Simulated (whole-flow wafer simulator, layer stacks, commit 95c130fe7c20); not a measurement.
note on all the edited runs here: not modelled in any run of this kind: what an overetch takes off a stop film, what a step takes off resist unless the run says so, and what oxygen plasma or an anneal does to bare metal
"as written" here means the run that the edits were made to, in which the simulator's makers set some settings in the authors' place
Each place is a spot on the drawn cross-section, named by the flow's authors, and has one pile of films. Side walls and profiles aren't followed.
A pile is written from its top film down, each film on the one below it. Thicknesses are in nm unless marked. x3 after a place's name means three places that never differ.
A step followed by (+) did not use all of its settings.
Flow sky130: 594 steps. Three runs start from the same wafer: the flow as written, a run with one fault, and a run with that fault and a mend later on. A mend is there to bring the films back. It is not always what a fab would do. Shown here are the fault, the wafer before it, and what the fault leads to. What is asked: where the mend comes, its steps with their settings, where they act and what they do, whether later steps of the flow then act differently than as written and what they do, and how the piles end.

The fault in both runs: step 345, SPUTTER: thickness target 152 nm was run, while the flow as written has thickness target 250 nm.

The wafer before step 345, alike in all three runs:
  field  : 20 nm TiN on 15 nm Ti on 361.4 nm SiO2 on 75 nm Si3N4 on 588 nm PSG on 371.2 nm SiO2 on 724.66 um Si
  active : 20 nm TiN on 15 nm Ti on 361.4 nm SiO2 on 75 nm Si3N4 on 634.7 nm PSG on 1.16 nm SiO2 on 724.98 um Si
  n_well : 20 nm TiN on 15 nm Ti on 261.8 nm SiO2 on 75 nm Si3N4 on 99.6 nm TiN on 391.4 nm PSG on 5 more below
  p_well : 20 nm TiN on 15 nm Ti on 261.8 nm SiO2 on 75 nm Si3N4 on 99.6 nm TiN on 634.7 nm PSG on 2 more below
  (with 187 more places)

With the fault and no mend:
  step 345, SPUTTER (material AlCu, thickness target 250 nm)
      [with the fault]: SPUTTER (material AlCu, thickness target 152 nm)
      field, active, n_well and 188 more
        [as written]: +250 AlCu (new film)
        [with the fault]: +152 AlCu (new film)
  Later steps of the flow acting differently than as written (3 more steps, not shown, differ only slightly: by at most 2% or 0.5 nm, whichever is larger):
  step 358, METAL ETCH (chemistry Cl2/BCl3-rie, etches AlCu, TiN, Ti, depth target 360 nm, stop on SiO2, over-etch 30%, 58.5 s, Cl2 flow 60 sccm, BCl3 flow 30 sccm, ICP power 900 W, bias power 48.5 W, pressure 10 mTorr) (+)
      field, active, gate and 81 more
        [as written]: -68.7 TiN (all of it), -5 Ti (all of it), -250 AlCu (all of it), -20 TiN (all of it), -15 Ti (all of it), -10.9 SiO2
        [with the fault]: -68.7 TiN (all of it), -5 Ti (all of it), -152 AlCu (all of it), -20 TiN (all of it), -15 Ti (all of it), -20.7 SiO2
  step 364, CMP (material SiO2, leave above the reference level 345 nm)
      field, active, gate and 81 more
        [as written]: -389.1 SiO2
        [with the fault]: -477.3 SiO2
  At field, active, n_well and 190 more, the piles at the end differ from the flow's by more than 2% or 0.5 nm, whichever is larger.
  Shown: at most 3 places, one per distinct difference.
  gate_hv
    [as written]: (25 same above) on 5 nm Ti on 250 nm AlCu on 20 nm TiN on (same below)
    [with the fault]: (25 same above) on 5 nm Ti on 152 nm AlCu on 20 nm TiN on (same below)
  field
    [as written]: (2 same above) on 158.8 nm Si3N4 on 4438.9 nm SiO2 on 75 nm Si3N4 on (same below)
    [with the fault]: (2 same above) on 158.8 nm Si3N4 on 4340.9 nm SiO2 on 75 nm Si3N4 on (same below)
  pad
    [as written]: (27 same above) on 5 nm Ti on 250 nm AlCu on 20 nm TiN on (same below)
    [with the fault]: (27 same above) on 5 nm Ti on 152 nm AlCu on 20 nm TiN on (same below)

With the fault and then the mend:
  The mend stands after step 345.
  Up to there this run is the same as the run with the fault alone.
  step 345a, SPUTTER (material AlCu, thickness target 98 nm) (the flow's step 345 again, with other settings)
      field, active, n_well and 188 more
        +98 AlCu
  None of the later steps of the flow acts differently than as written at any place that is followed.
  The piles end the same as the flow's at every place that both follow.
